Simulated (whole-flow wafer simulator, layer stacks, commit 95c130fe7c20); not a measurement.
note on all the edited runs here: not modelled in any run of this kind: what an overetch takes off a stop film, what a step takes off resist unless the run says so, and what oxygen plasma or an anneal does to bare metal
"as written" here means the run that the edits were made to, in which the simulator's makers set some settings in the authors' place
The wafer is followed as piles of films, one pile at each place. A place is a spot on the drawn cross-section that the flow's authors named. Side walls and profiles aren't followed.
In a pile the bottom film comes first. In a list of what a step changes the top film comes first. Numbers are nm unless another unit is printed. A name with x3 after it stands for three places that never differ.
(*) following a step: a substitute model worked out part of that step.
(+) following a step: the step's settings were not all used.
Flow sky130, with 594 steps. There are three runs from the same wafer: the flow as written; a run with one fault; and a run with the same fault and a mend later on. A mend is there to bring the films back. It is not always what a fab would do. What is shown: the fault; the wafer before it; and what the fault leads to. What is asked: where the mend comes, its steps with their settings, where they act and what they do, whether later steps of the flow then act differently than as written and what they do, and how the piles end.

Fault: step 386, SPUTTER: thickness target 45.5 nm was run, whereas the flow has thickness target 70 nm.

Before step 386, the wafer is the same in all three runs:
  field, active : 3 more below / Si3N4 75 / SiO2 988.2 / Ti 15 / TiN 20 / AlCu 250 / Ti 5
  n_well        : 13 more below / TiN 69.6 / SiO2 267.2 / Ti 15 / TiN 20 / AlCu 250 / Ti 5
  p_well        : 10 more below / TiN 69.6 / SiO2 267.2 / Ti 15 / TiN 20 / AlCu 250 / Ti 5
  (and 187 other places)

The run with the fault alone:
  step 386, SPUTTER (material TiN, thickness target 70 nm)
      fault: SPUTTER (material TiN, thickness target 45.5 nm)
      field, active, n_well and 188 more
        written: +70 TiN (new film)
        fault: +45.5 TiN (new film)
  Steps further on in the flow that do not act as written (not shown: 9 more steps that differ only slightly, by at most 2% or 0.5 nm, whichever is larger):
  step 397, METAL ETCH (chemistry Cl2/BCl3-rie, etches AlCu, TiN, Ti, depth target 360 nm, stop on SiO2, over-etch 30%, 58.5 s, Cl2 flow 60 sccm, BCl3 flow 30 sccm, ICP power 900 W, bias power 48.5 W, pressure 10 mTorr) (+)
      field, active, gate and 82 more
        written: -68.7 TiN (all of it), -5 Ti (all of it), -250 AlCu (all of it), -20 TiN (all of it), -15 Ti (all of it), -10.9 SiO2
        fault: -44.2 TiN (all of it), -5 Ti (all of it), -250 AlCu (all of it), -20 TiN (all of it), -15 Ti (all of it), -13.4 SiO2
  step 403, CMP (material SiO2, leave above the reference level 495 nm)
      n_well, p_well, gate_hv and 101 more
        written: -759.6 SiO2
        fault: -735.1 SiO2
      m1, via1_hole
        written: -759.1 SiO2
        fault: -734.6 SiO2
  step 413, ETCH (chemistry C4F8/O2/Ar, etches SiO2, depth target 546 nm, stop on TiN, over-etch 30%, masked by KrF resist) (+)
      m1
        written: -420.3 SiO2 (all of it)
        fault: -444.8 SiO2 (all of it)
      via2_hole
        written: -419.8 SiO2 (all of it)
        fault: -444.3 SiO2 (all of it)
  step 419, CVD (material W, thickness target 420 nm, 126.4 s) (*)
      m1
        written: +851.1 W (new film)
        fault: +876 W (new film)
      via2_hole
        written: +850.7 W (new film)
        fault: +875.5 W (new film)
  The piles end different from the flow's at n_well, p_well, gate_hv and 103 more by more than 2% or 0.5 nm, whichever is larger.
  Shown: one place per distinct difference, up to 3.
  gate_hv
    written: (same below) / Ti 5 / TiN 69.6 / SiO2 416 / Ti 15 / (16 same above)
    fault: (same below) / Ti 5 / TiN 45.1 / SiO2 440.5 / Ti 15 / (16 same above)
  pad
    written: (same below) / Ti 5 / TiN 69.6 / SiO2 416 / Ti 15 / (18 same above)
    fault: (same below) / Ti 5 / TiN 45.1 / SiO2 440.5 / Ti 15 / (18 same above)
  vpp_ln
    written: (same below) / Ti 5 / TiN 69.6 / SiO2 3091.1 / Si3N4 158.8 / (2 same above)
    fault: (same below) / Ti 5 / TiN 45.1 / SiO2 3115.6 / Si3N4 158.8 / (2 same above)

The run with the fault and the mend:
  The mend stands after step 386.
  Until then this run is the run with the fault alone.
  step 386a, SPUTTER (material TiN, thickness target 24.5 nm) (the flow's step 386 again, with other settings)
      field, active, n_well and 188 more
        +24.5 TiN
  Every later step of the flow that is run acts as written at every place that is followed.
  By the end, the piles equal the flow's at every place that both follow.
